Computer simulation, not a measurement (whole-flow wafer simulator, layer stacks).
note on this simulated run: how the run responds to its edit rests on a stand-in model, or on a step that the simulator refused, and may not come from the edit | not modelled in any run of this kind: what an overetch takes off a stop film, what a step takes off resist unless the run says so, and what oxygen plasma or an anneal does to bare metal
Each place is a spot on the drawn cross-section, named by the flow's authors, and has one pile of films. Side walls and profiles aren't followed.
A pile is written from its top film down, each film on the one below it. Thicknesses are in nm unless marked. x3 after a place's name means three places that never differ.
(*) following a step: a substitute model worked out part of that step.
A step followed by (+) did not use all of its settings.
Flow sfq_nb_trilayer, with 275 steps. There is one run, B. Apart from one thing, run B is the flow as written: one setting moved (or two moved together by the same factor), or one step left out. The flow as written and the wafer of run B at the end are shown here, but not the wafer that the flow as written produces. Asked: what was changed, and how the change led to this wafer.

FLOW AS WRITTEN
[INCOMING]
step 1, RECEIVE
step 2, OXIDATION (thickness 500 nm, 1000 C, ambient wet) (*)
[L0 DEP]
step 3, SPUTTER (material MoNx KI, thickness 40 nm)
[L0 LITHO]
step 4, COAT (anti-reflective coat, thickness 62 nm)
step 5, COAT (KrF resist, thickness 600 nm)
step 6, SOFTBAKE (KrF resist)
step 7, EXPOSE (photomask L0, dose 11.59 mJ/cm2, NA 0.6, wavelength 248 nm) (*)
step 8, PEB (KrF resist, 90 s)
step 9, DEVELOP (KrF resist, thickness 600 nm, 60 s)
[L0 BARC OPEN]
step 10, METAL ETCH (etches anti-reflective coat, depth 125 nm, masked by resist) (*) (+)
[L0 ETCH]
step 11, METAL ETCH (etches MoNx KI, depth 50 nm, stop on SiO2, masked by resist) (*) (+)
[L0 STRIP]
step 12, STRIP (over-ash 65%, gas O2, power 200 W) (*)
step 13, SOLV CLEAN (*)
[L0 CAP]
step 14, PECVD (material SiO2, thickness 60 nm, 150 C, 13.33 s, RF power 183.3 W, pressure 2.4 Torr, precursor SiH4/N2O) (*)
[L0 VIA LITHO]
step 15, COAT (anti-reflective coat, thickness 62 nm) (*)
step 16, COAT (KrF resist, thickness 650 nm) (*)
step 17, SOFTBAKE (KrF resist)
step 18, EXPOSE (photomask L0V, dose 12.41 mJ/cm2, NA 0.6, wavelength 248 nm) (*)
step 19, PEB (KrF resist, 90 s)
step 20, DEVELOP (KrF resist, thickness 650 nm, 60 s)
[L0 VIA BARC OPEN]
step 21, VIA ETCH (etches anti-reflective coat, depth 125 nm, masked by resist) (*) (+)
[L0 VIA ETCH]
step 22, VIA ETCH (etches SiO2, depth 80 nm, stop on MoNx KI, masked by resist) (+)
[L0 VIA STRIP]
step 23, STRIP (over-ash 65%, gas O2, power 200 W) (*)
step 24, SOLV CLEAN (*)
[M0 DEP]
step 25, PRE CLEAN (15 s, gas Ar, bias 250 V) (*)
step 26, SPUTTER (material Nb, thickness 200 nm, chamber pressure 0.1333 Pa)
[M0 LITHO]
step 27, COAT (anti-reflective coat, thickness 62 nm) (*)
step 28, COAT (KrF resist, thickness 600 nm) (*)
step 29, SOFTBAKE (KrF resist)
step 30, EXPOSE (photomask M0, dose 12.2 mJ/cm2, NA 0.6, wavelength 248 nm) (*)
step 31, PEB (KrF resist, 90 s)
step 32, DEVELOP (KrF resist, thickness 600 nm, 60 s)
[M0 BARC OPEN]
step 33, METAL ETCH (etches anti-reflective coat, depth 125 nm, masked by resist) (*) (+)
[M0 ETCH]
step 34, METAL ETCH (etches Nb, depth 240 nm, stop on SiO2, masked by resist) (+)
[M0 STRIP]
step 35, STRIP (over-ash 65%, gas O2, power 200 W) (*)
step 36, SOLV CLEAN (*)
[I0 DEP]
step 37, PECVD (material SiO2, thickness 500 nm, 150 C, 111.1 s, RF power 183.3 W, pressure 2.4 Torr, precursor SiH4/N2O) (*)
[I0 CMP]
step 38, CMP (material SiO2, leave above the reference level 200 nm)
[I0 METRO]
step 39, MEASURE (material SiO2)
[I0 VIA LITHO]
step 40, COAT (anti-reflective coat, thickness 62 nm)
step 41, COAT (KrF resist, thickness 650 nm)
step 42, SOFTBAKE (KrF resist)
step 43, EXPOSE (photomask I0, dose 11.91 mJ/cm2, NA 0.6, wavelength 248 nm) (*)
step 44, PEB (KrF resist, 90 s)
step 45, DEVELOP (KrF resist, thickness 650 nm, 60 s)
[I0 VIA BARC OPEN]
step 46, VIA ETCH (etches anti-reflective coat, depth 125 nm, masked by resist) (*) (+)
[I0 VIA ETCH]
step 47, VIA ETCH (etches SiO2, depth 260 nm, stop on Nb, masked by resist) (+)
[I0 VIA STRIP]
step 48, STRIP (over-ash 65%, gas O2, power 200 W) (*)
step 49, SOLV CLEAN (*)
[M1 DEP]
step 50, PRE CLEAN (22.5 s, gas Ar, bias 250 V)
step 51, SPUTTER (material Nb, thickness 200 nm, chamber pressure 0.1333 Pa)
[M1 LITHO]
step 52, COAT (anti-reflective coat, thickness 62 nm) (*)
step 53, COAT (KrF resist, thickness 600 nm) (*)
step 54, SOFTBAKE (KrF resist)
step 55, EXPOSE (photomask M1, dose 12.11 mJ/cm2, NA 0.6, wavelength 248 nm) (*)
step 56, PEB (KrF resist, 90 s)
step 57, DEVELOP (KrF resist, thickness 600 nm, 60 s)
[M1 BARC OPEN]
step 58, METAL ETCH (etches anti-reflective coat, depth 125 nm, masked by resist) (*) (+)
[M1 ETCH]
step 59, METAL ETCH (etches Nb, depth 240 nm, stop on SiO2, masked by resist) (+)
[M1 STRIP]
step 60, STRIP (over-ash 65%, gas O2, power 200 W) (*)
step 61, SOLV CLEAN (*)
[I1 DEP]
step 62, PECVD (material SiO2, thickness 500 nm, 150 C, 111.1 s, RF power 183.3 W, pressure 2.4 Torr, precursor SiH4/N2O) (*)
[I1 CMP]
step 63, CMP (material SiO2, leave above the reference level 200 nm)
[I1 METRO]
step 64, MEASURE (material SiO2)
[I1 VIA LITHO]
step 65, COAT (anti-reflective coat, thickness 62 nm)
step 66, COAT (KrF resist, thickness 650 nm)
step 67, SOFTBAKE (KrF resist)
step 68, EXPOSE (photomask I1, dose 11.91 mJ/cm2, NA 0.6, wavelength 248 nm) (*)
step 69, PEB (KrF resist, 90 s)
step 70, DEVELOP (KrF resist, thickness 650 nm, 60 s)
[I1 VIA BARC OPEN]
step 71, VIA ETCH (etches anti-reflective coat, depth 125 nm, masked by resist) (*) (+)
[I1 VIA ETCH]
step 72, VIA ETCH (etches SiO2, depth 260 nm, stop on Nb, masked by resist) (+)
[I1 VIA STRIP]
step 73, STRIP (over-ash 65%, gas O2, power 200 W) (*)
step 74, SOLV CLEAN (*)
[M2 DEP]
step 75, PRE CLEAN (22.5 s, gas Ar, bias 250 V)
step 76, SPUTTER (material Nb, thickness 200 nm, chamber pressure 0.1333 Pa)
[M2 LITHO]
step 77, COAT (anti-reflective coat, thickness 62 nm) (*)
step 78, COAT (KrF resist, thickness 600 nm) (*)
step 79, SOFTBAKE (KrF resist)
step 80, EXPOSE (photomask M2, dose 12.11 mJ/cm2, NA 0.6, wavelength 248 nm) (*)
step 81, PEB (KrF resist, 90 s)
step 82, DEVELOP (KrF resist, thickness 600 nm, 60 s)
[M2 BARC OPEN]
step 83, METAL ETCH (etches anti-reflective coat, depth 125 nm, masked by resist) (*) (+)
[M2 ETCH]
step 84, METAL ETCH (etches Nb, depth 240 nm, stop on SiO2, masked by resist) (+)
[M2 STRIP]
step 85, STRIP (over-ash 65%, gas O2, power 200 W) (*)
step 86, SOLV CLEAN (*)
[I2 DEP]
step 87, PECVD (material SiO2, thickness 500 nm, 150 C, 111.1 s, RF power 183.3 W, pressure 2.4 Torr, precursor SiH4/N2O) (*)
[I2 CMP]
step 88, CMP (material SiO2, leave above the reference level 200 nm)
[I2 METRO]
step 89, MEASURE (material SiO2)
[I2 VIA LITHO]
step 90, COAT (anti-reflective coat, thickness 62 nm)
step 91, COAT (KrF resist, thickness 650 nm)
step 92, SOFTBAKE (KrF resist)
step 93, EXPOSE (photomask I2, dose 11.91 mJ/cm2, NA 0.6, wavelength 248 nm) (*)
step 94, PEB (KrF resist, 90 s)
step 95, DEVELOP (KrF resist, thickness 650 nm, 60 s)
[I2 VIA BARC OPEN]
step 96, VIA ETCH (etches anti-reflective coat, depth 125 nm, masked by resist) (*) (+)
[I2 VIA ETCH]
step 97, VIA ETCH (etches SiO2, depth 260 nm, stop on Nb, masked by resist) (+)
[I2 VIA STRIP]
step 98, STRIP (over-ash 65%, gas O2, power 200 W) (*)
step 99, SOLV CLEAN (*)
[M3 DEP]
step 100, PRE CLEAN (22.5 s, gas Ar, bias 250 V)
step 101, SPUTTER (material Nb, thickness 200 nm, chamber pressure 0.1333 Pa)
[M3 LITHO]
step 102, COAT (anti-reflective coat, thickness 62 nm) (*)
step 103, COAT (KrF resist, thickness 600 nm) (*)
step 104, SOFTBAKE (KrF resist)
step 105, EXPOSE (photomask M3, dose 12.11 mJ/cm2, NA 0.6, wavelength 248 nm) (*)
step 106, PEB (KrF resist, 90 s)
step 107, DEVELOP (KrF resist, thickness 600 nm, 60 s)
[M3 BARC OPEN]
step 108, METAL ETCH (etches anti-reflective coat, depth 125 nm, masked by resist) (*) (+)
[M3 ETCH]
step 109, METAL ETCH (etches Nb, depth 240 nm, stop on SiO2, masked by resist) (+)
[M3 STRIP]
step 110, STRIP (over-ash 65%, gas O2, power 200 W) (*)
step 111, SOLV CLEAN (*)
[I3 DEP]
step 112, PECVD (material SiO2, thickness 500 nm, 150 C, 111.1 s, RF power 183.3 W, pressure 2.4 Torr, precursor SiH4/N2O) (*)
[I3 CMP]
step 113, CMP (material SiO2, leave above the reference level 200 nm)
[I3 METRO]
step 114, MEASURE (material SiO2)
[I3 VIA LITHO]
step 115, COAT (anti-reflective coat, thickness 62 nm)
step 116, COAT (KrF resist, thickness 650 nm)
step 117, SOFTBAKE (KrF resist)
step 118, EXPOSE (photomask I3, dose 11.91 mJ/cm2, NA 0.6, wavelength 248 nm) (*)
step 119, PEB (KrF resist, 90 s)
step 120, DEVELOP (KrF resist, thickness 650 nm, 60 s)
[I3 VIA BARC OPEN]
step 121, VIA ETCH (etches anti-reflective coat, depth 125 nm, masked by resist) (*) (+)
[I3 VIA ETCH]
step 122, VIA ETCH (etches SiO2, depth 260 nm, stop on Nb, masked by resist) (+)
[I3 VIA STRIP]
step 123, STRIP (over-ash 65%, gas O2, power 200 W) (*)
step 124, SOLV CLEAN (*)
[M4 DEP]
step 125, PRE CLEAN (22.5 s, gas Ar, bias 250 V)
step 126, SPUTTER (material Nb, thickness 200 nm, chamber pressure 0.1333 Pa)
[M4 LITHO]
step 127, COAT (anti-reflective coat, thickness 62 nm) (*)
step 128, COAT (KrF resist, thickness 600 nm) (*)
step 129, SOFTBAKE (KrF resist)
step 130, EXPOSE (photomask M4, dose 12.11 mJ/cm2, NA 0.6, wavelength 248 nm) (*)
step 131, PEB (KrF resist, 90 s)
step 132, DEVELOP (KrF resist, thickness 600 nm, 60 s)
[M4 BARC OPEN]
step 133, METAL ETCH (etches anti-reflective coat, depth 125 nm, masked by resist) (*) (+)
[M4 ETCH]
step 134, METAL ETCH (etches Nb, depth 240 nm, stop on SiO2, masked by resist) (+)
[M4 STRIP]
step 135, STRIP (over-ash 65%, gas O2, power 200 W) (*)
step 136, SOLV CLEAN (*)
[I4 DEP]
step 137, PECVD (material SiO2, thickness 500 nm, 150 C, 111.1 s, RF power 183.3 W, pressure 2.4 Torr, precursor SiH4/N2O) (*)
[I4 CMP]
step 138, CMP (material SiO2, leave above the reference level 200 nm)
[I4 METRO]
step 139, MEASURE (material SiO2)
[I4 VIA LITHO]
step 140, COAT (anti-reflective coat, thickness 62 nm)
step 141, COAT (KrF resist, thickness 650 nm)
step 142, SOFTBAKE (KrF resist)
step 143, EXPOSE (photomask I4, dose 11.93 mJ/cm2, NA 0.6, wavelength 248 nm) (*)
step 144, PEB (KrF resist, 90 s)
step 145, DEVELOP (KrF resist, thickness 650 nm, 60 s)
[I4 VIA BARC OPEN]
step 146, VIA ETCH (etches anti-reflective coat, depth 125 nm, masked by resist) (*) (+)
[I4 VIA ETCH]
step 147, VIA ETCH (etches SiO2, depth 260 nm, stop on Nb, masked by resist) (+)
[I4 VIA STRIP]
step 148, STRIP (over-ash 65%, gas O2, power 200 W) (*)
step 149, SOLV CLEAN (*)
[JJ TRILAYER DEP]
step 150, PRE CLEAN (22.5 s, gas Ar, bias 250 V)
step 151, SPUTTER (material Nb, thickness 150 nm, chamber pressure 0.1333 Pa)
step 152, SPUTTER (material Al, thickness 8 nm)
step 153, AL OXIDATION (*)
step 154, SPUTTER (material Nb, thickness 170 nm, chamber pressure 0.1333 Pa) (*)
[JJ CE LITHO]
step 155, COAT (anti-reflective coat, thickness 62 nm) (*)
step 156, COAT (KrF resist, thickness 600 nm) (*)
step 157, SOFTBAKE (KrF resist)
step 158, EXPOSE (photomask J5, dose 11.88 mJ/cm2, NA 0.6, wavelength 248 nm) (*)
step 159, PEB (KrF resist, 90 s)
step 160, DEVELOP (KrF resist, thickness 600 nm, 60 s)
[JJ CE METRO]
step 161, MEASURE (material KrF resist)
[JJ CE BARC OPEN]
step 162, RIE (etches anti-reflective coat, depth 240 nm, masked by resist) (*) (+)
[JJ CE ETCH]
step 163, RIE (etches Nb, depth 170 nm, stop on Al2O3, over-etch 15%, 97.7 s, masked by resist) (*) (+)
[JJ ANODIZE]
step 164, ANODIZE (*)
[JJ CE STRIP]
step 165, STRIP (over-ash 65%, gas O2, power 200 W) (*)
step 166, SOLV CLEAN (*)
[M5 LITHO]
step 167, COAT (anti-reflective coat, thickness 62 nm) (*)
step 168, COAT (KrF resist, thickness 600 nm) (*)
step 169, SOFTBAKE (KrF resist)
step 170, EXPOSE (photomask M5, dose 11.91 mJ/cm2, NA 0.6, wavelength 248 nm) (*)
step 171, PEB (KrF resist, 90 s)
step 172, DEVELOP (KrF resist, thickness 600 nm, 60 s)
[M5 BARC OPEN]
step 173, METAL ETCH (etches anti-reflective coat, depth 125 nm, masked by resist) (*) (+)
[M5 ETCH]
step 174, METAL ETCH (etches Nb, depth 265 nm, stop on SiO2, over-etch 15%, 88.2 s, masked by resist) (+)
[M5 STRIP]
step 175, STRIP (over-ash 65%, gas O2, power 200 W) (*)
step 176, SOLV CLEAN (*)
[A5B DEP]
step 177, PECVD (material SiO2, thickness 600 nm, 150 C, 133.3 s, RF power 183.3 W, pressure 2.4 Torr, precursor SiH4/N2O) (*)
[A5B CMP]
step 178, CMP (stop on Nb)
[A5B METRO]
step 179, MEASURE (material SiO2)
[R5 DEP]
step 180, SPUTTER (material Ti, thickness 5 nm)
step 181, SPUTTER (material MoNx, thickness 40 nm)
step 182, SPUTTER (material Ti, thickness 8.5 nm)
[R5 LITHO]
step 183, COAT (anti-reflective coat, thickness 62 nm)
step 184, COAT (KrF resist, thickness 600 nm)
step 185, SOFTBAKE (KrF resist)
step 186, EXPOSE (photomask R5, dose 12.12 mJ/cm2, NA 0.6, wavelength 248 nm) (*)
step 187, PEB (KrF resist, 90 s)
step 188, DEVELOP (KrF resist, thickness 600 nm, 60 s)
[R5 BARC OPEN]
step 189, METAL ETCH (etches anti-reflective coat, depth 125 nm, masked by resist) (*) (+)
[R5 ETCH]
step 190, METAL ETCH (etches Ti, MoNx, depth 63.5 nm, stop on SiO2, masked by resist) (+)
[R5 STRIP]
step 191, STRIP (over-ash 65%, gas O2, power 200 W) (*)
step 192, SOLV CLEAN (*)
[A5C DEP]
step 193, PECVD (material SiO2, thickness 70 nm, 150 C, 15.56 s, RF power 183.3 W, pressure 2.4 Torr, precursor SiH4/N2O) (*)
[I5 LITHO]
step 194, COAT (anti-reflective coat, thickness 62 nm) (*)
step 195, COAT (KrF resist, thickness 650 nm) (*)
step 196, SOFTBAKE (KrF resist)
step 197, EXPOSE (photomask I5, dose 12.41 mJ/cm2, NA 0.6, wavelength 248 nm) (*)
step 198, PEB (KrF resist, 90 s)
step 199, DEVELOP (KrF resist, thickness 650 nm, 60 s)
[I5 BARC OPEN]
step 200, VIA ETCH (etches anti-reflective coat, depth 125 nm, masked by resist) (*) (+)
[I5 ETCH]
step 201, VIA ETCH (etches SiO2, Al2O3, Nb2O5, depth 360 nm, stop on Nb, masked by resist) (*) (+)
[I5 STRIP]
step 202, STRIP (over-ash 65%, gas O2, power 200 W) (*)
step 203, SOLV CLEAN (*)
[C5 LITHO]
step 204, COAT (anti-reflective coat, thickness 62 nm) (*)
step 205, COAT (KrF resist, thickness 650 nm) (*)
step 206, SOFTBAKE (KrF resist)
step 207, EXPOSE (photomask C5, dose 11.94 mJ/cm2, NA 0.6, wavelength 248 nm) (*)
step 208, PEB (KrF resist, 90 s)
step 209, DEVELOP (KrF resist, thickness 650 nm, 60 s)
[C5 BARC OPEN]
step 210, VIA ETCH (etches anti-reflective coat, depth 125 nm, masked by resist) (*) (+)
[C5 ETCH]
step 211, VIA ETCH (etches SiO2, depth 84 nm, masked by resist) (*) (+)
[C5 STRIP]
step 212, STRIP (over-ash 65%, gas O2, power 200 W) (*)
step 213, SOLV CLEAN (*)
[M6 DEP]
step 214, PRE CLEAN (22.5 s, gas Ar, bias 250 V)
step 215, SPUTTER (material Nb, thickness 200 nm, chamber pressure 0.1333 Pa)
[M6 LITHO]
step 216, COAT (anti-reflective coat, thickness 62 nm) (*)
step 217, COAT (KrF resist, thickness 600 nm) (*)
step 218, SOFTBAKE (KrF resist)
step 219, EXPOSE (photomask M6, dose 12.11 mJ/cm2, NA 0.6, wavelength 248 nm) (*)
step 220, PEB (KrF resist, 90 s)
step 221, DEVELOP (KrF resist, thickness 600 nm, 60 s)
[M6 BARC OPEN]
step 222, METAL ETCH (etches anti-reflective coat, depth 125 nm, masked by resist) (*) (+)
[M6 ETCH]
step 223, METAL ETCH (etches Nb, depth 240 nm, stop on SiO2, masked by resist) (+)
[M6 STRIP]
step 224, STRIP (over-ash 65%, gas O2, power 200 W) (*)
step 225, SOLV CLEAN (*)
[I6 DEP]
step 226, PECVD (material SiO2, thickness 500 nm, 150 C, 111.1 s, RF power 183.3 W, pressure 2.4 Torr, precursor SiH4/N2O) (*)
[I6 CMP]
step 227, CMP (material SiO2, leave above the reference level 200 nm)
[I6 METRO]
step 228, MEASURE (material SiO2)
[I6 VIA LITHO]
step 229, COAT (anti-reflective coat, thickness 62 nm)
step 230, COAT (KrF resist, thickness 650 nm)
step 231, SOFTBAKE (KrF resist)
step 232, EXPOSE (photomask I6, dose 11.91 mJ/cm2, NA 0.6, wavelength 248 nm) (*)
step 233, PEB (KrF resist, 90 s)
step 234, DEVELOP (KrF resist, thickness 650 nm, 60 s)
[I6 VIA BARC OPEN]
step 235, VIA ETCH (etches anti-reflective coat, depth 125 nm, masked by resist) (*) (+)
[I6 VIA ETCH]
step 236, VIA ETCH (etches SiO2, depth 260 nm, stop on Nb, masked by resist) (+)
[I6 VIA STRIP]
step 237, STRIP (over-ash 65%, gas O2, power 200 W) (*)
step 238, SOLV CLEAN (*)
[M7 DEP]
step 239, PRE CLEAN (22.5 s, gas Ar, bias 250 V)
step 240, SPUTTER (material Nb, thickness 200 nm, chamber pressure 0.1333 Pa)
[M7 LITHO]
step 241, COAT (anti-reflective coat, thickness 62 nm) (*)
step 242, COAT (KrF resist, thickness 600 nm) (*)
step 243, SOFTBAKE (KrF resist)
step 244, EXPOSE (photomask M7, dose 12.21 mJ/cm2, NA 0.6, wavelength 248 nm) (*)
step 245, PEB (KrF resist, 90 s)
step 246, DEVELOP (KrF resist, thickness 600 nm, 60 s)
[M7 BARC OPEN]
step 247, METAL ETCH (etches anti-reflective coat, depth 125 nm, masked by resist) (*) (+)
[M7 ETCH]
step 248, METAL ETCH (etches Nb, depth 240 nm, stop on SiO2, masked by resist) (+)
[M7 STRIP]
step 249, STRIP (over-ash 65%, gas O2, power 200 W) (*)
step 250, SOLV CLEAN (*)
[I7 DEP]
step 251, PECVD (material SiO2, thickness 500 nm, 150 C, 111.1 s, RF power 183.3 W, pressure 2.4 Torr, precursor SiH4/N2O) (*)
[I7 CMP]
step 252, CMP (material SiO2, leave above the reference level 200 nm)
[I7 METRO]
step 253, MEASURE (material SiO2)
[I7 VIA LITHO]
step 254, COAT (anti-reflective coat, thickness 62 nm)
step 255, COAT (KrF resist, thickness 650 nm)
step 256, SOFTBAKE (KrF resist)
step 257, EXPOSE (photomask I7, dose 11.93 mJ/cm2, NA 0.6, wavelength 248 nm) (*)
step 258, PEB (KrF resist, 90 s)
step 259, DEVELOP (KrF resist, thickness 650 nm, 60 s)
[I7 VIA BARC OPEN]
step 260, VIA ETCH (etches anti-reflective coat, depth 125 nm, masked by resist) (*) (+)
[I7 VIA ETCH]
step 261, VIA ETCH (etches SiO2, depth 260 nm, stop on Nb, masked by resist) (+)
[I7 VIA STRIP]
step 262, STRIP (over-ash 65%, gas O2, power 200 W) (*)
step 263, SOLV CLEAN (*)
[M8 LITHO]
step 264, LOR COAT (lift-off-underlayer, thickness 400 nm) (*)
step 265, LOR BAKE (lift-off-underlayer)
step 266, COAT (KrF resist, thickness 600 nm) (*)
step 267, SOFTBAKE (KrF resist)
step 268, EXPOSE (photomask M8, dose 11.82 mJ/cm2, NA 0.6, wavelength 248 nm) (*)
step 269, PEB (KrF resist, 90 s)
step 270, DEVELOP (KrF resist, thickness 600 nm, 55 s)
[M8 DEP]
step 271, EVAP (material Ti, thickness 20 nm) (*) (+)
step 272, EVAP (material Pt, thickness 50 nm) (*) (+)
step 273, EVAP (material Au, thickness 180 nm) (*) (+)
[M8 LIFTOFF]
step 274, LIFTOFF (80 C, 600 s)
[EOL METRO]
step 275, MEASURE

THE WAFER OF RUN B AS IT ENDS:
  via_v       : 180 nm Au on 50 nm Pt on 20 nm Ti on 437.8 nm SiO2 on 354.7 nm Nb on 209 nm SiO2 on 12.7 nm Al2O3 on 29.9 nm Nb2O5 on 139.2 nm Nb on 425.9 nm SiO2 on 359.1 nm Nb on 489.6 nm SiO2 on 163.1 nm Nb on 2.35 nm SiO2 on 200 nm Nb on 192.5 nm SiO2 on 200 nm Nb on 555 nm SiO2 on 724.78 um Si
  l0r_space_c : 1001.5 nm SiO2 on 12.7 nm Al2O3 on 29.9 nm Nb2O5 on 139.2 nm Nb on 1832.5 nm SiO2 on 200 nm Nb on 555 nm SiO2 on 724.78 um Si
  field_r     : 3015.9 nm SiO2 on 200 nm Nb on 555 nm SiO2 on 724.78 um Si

The reason: step 63, CMP: leave above the reference level 270 nm was run, while the flow as written has leave above the reference level 200 nm.

The path from the change to this, step by step:
  step 63, CMP (material SiO2, leave above the reference level 200 nm)
      field_l, be, be_sur and 72 more: SiO2 loses 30 (it would be, as written: SiO2 loses 100)
      v_sur, via_wl, via_wr and 20 more: SiO2 loses 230 (it would be, as written: SiO2 loses 300)
      (and at 8 other places as well)
  step 72, VIA ETCH (etches SiO2, depth 260 nm, stop on Nb, masked by resist) (+)
      via_v: SiO2 loses 260 (it would be, as written: SiO2 loses 199.8 (all of it))
  step 75, PRE CLEAN (22.5 s, gas Ar, bias 250 V)
      via_v: SiO2 loses 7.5 (it would be, as written: Nb loses 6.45)
  step 76, SPUTTER (material Nb, thickness 200 nm, chamber pressure 0.1333 Pa)
      via_v: Nb gains 163.1 (new film) (it would be, as written: Nb gains 174.5)
  step 77, COAT (anti-reflective coat, thickness 62 nm) (*)
      via_sp: anti-reflective coat gains 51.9 (new film) (it would be, as written: anti-reflective coat gains 53.2 (new film))
      via_v: anti-reflective coat gains 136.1 (new film) (it would be, as written: anti-reflective coat gains 123.1 (new film))
      (and at 1 other place as well)
  step 78, COAT (KrF resist, thickness 600 nm) (*)
      via_v: KrF resist gains 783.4 (new film) (it would be, as written: KrF resist gains 733.7 (new film))
  step 85, STRIP (over-ash 65%, gas O2, power 200 W) (*)
      via_sp: KrF resist loses 370.4 (all of it), anti-reflective coat loses 51.9 (all of it) (it would be, as written: KrF resist loses 374.4 (all of it), anti-reflective coat loses 53.2 (all of it))
      via_v: KrF resist loses 565.3 (all of it), anti-reflective coat loses 136.1 (all of it) (it would be, as written: KrF resist loses 515.8 (all of it), anti-reflective coat loses 123.1 (all of it))
      (and at 1 other place as well)
  step 87, PECVD (material SiO2, thickness 500 nm, 150 C, 111.1 s, RF power 183.3 W, pressure 2.4 Torr, precursor SiH4/N2O) (*)
      via_v: SiO2 gains 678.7 (new film) (it would be, as written: SiO2 gains 606 (new film))
Taking metal films that touch as one body, via_v has 7 bodies (between them, from the top down: SiO2 437.8; SiO2 209 / Al2O3 12.7 / Nb2O5 29.9; SiO2 425.9; SiO2 489.6; SiO2 2.35; SiO2 192.5); the flow as written gives 6 bodies (between them, from the top down: SiO2 437.8; SiO2 209 / Al2O3 12.7 / Nb2O5 29.9; SiO2 425.9; SiO2 416.9; SiO2 192.5).
